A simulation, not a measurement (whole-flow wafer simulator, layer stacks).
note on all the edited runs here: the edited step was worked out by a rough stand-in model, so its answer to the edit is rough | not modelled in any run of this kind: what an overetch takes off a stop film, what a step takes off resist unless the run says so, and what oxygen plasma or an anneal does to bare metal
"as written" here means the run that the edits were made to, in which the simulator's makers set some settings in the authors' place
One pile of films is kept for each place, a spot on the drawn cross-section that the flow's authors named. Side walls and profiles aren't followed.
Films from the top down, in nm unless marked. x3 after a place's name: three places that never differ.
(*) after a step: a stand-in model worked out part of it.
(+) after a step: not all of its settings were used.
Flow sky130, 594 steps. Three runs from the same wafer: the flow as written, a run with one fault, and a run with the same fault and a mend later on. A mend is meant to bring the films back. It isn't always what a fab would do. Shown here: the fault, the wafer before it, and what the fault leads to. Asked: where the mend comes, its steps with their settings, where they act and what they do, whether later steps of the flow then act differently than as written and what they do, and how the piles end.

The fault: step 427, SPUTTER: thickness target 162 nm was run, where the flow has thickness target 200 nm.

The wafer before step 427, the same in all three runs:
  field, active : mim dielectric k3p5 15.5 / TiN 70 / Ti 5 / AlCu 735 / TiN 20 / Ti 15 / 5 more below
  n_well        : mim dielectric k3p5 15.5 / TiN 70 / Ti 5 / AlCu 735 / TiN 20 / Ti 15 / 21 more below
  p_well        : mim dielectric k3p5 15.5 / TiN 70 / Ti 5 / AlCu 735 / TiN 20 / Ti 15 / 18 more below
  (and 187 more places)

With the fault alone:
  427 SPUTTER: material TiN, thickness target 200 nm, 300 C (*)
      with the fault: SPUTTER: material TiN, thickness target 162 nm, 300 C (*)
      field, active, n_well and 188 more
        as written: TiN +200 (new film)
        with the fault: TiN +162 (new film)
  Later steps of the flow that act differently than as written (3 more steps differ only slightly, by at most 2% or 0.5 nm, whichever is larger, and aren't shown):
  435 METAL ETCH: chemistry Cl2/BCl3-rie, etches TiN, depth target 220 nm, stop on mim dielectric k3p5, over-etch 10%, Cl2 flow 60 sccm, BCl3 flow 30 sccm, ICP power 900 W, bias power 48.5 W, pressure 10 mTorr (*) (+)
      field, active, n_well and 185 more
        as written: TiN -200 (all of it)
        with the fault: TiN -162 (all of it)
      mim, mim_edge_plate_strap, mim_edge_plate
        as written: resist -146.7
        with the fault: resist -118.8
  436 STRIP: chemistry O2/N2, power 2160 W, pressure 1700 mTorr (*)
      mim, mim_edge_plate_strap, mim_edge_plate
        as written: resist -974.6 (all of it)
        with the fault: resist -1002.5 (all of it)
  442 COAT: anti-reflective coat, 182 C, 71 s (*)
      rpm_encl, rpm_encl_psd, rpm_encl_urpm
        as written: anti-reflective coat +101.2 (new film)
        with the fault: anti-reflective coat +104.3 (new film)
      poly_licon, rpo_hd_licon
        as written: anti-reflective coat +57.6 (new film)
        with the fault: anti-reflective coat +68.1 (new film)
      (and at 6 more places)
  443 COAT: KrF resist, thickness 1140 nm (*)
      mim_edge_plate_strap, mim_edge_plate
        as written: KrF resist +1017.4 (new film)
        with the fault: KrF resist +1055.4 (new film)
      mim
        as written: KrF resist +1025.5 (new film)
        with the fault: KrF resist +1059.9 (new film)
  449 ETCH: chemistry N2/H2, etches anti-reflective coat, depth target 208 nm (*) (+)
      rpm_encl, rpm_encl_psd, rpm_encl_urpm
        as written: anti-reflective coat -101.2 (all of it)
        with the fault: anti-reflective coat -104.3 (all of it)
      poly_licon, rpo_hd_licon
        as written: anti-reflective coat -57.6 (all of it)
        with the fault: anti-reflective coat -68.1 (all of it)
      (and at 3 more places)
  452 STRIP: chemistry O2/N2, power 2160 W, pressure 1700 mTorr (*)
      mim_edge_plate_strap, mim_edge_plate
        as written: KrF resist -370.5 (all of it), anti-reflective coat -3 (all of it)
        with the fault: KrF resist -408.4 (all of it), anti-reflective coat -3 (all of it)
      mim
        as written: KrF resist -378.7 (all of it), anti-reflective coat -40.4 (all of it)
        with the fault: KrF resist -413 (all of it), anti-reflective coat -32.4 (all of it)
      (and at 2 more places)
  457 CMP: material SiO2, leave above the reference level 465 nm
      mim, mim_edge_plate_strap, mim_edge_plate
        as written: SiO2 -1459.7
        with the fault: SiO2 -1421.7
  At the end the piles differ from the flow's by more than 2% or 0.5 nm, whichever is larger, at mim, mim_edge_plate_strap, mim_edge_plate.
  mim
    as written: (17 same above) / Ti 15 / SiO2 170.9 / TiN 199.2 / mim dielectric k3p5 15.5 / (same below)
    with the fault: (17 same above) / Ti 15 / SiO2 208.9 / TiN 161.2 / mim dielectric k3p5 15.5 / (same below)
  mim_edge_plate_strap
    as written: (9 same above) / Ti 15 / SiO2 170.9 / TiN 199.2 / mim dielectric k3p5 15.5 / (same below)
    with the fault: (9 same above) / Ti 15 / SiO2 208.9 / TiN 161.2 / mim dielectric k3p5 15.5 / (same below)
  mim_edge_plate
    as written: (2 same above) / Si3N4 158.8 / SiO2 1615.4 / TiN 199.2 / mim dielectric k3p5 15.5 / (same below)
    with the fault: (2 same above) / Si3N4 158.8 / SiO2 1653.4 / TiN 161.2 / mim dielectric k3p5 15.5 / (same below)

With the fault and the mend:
  The mend comes after step 434.
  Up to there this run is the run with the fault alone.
  434a STRIP: chemistry O2/N2, power 2160 W, pressure 1700 mTorr (*)
      mim, mim_edge_plate_strap, mim_edge_plate
        resist -1121.3 (all of it)
  434b SPUTTER: material TiN, thickness target 38 nm, 300 C (*) (the flow's step 427 once more, with other settings)
      field, active, n_well and 188 more
        TiN +38
  434c HMDS: 120 C, 60 s (the flow's step 429 once more)
      changes no film at any place that is followed
  434d COAT: resist, thickness 1140 nm (the flow's step 430 once more)
      field, active, n_well and 186 more
        resist +1140 (new film)
      m1, via2_hole
        resist +1140.6 (new film)
  434e SOFTBAKE: resist (the flow's step 431 once more)
      changes no film at any place that is followed
  434f EXPOSE: photomask CAPM, dose 177.7 mJ/cm2, NA 0.6, wavelength 365 nm (*) (the flow's step 432 once more)
      changes no film at any place that is followed
  434g PEB: resist, 70.3 s (the flow's step 433 once more)
      field, active, n_well and 188 more
        resist -18.7
  434h DEVELOP: resist, thickness 1140 nm, developer TMAH-0.26N, 60 s (the flow's step 434 once more)
      field, active, n_well and 183 more
        resist -1121.3 (all of it)
      m1, via2_hole
        resist -1121.9 (all of it)
  No later step of the flow acts differently than as written at any place that is followed.
  At the end the piles are the same as the flow's at every place that both follow.
